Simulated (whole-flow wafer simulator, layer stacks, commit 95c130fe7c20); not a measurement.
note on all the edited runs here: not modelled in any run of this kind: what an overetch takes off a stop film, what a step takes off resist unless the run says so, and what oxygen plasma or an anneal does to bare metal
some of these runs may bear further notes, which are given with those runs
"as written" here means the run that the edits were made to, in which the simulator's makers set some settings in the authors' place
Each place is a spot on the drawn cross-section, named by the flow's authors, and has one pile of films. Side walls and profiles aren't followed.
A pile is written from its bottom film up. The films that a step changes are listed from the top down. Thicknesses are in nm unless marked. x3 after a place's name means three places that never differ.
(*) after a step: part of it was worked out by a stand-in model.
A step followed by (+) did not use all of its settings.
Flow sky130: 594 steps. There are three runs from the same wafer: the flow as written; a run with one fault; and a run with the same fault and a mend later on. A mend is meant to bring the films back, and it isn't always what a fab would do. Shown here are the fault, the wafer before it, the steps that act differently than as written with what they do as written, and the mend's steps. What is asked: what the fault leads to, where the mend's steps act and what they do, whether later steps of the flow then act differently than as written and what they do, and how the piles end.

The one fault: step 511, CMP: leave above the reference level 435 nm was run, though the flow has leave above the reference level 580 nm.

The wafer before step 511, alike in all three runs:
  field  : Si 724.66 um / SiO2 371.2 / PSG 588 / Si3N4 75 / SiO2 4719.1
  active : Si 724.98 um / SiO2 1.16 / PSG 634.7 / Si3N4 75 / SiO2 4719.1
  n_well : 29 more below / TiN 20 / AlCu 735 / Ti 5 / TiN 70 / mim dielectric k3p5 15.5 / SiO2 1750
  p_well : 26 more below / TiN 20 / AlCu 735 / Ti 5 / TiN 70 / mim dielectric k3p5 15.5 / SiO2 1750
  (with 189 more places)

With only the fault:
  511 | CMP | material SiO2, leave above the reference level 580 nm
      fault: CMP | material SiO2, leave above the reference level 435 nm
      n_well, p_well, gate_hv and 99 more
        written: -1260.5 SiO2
        fault: -1405.5 SiO2
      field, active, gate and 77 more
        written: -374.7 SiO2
        fault: -519.7 SiO2
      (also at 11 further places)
  Later steps of the flow acting differently than as written:
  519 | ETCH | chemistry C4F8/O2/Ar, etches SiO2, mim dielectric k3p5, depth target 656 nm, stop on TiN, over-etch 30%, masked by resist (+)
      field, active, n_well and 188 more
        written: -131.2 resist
        fault: -93.8 resist
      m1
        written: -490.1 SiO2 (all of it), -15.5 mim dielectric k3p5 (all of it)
        fault: -345.1 SiO2 (all of it), -15.5 mim dielectric k3p5 (all of it)
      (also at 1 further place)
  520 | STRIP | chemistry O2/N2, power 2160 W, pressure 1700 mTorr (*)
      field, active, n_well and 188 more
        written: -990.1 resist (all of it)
        fault: -1027.5 resist (all of it)
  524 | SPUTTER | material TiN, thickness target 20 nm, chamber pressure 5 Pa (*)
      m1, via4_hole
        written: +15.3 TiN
        fault: +16.3 TiN
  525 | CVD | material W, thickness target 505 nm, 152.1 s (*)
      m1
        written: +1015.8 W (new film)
        fault: +673 W (new film)
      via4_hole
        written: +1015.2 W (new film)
        fault: +674.1 W (new film)
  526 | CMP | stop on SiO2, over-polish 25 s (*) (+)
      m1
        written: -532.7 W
        fault: -335.9 W
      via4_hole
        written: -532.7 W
        fault: -337.6 W
  The piles end different from the flow's at field, active, n_well and 190 more by more than 2% or 0.5 nm, whichever is larger.
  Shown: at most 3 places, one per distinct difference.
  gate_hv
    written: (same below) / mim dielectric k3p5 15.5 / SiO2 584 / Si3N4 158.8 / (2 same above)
    fault: (same below) / mim dielectric k3p5 15.5 / SiO2 439 / Si3N4 158.8 / (2 same above)
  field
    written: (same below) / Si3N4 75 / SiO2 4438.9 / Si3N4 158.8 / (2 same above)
    fault: (same below) / Si3N4 75 / SiO2 4293.9 / Si3N4 158.8 / (2 same above)
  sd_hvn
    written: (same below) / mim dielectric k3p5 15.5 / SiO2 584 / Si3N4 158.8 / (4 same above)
    fault: (same below) / mim dielectric k3p5 15.5 / SiO2 439 / Si3N4 158.8 / (4 same above)

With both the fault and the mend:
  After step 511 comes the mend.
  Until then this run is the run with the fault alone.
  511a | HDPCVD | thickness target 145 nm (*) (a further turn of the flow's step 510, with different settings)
      field, active, n_well and 190 more
        +145 SiO2
  Every later step of the flow that is run acts as written at every place that is followed.
  By the end, the piles equal the flow's at every place that both follow.
